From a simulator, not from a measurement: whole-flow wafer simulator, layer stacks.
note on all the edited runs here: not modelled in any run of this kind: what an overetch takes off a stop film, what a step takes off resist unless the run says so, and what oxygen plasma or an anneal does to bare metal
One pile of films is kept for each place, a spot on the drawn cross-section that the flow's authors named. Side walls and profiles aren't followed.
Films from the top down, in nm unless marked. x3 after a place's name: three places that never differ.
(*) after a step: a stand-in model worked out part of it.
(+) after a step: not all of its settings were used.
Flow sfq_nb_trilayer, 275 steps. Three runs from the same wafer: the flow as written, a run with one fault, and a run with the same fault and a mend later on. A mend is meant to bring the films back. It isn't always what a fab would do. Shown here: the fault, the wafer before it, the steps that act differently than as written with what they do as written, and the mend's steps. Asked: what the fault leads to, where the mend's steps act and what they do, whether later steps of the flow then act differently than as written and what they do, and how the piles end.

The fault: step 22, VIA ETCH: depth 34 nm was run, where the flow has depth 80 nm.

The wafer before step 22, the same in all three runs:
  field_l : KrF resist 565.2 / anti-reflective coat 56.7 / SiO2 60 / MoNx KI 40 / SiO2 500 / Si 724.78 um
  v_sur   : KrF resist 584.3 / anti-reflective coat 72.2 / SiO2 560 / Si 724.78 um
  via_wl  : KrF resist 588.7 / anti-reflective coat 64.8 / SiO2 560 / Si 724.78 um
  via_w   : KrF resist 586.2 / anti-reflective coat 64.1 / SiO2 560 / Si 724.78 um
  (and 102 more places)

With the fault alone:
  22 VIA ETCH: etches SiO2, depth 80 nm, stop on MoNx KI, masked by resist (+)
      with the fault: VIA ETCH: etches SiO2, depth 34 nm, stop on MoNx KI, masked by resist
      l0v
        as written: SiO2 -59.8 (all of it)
        with the fault: SiO2 -34
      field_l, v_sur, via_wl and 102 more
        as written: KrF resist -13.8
        with the fault: KrF resist -5.86
  Later steps of the flow that act differently than as written (3 more steps differ only slightly, by at most 2% or 0.5 nm, whichever is larger, and aren't shown):
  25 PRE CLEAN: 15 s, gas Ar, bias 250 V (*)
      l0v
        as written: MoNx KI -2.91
        with the fault: SiO2 -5
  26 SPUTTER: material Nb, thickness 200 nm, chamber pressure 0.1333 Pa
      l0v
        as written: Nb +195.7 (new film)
        with the fault: Nb +200 (new film)
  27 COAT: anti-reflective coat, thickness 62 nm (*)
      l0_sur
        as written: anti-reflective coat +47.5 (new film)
        with the fault: anti-reflective coat +50.1 (new film)
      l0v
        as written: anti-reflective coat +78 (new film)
        with the fault: anti-reflective coat +70.5 (new film)
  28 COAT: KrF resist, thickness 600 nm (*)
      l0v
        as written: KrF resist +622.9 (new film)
        with the fault: KrF resist +608 (new film)
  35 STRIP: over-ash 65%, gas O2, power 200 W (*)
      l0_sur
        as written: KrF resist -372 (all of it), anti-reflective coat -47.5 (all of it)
        with the fault: KrF resist -373.5 (all of it), anti-reflective coat -50.1 (all of it)
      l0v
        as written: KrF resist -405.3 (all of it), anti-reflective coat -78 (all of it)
        with the fault: KrF resist -390.4 (all of it), anti-reflective coat -70.5 (all of it)
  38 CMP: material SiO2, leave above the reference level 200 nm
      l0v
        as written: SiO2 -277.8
        with the fault: SiO2 -305.8
  At the end the piles differ from the flow's by more than 2% or 0.5 nm, whichever is larger, at l0v.
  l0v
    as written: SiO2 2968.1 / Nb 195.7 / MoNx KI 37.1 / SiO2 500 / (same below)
    with the fault: SiO2 2940 / Nb 200 / SiO2 20.8 / MoNx KI 40 / SiO2 500 / (same below)

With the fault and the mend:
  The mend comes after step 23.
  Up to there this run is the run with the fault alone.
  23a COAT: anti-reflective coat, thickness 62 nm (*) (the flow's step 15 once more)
      p4_fl x3, p4_w1 x9, p4_g1 x2 and 59 more
        anti-reflective coat +62 (new film)
      be, be_sur, gap, jj_sur, res, r_end, moat, field_r
        anti-reflective coat +63.7 (new film)
      ce_l, c5j, ce_r, sp_r, be_r, r_sur
        anti-reflective coat +63.6 (new film)
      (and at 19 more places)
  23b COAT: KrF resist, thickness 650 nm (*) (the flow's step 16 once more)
      p4_fl x3, p4_w1 x9, p4_g1 x2 and 59 more
        KrF resist +650 (new film)
      jj_sur, ce_l, c5j, ce_r, sp_r, be_r, r_sur, res
        KrF resist +656.8 (new film)
      l0r_line_l, l0r_line_c, l0r_line_r
        KrF resist +646 (new film)
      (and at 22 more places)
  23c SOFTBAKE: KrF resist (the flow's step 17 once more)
      changes no film at any place that is followed
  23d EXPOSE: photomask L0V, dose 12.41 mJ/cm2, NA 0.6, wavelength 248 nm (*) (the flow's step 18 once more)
      changes no film at any place that is followed
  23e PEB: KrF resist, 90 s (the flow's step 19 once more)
      p4_fl x3, p4_w1 x9, p4_g1 x2 and 59 more
        KrF resist -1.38
      via_v, wire, be and 17 more
        KrF resist -1.39
      v_sur, via_w, via_wr, via_sp, ln_m6, lsp_r
        KrF resist -1.4
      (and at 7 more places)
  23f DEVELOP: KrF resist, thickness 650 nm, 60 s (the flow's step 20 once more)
      field_l, v_sur, via_wl and 102 more
        KrF resist -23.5
      l0v
        KrF resist -657 (all of it)
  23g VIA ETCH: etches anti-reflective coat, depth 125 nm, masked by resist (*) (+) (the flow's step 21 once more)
      field_l, v_sur, via_wl and 102 more
        KrF resist -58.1
      l0v
        anti-reflective coat -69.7 (all of it), SiO2 -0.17
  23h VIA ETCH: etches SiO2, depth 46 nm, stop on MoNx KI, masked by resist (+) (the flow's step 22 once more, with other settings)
      field_l, v_sur, via_wl and 102 more
        KrF resist -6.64
      l0v
        SiO2 -25.7 (all of it)
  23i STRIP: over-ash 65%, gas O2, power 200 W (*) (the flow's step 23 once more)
      p4_fl x3, p4_w1 x9, p4_g1 x2 and 59 more
        KrF resist -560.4 (all of it), anti-reflective coat -62 (all of it)
      ce_l, c5j, r_sur
        KrF resist -567.2 (all of it), anti-reflective coat -63.6 (all of it)
      ce_r, sp_r, be_r
        KrF resist -567.1 (all of it), anti-reflective coat -63.6 (all of it)
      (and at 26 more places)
  No later step of the flow acts differently than as written at any place that is followed.
  At the end the piles are the same as the flow's at every place that both follow.
